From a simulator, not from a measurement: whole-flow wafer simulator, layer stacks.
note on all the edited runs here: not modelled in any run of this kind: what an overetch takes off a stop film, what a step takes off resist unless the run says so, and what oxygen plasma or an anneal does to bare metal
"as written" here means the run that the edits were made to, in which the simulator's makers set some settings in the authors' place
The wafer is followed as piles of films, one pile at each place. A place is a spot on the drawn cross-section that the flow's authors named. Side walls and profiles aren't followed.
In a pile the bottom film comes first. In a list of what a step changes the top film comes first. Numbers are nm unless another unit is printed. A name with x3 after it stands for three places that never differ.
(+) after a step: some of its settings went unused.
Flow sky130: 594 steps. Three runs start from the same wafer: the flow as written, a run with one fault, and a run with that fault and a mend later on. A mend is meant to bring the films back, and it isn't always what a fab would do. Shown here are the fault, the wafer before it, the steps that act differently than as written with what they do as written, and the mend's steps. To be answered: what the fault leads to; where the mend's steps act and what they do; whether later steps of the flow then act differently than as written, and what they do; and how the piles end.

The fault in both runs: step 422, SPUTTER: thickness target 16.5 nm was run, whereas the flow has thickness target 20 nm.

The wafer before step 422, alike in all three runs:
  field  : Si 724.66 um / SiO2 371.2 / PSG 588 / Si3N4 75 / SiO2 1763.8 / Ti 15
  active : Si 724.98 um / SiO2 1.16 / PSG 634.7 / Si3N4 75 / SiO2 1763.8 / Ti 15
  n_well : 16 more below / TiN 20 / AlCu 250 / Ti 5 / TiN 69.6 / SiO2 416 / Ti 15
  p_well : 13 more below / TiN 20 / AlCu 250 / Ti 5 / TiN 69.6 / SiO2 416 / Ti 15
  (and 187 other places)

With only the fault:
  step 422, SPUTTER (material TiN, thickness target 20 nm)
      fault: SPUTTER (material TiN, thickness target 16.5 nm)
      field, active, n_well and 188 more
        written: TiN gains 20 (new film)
        fault: TiN gains 16.5 (new film)
  Steps later in the flow that act otherwise than as written (14 other steps are not shown; they differ only slightly, by no more than 2% or 0.5 nm, whichever is larger):
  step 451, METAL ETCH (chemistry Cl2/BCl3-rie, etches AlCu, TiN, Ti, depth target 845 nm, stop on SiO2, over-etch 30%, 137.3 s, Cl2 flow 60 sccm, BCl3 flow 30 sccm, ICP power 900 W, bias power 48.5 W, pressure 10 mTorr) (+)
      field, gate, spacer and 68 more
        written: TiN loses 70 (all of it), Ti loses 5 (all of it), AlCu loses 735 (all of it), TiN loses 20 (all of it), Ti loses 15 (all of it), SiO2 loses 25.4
        fault: TiN loses 70 (all of it), Ti loses 5 (all of it), AlCu loses 735 (all of it), TiN loses 16.5 (all of it), Ti loses 15 (all of it), SiO2 loses 25.7
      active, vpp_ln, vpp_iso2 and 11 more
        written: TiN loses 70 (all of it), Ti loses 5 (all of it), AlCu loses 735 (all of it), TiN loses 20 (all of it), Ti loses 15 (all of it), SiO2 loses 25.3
        fault: TiN loses 70 (all of it), Ti loses 5 (all of it), AlCu loses 735 (all of it), TiN loses 16.5 (all of it), Ti loses 15 (all of it), SiO2 loses 25.7
  The piles end different from the flow's at n_well, p_well, gate_hv and 104 more by more than 2% or 0.5 nm, whichever is larger.
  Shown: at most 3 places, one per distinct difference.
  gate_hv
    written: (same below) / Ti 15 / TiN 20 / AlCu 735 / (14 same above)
    fault: (same below) / Ti 15 / TiN 16.5 / AlCu 735 / (14 same above)
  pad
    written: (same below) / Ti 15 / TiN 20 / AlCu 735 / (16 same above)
    fault: (same below) / Ti 15 / TiN 16.5 / AlCu 735 / (16 same above)
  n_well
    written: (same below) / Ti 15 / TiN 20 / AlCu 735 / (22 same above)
    fault: (same below) / Ti 15 / TiN 16.5 / AlCu 735 / (22 same above)

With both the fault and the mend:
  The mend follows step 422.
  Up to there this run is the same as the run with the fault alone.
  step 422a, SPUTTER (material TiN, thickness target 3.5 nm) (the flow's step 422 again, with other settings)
      field, active, n_well and 188 more
        TiN gains 3.5
  Every later step of the flow that is run acts as written at every place that is followed.
  At every place that both follow, the piles at the end match the flow's.
